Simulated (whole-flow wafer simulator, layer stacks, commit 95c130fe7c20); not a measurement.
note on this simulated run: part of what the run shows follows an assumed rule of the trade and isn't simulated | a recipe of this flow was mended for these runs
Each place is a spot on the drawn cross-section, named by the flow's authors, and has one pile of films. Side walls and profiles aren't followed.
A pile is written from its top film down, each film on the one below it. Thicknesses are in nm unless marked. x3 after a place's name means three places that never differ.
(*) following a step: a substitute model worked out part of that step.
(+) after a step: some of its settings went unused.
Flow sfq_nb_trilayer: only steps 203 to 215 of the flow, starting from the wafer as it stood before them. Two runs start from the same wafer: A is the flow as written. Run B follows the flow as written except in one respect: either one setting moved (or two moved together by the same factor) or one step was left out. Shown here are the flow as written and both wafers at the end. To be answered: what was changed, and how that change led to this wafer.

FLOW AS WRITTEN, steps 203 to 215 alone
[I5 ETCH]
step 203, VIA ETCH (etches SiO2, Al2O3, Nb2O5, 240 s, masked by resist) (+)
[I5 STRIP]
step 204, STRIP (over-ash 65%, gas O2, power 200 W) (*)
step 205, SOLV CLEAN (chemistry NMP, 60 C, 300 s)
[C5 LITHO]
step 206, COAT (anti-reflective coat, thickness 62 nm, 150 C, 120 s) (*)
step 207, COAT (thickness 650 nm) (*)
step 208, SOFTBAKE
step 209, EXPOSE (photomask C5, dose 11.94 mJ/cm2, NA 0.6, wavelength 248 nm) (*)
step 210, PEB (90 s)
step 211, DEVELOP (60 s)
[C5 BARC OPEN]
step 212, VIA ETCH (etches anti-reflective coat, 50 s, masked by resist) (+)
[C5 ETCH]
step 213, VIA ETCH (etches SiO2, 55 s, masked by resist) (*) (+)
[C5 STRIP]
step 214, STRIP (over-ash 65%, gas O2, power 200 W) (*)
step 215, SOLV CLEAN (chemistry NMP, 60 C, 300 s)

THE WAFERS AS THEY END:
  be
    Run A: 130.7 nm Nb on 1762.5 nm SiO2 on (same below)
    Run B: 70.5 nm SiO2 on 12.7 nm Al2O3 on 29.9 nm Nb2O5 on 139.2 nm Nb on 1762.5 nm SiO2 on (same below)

Cause: step 203, VIA ETCH: 96 s was run, while the flow as written has 240 s.

How this came from the change, step by step:
  step 203, VIA ETCH (etches SiO2, Al2O3, Nb2O5, 240 s, masked by resist) (+)
      be: A SiO2 loses 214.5 (all of it), Al2O3 loses 12.7 (all of it), Nb2O5 loses 29.9 (all of it), Nb loses 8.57 | B SiO2 loses 144
      field_l, v_sur, via_wl and 102 more: A KrF-resist-other-grade loses 240 | B KrF-resist-other-grade loses 96
  step 204, STRIP (over-ash 65%, gas O2, power 200 W) (*)
      p4_fl x5, p4_w1 x9, p3_s0 x9, l0r_line_l x3, l0r_space_c x19, m0r_space_l x2: A KrF-resist-other-grade loses 315.7 (all of it), anti-reflective coat loses 62 (all of it) | B KrF-resist-other-grade loses 459.7 (all of it), anti-reflective coat loses 62 (all of it)
      wl_b_sl, wl_b_m5, wl_b_sr and 14 more: A KrF-resist-other-grade loses 315.6 (all of it), anti-reflective coat loses 62 (all of it) | B KrF-resist-other-grade loses 459.6 (all of it), anti-reflective coat loses 62 (all of it)
      (also at 41 further places)
  step 206, COAT (anti-reflective coat, thickness 62 nm, 150 C, 120 s) (*)
      via_v: A anti-reflective coat gains 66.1 (new film) | B anti-reflective coat gains 67.5 (new film)
      wire: A anti-reflective coat gains 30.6 (new film) | B anti-reflective coat gains 31.5 (new film)
      (also at 3 further places)
  step 207, COAT (thickness 650 nm) (*)
      be: A KrF-resist-other-grade gains 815 (new film) | B KrF-resist-other-grade gains 725.7 (new film)
  step 214, STRIP (over-ash 65%, gas O2, power 200 W) (*)
      via_v: A KrF-resist-other-grade loses 527.4 (all of it), anti-reflective coat loses 66.1 (all of it) | B KrF-resist-other-grade loses 530.4 (all of it), anti-reflective coat loses 67.5 (all of it)
      wire: A KrF-resist-other-grade loses 546.6 (all of it), anti-reflective coat loses 30.6 (all of it) | B KrF-resist-other-grade loses 555.7 (all of it), anti-reflective coat loses 31.5 (all of it)
      (also at 3 further places)
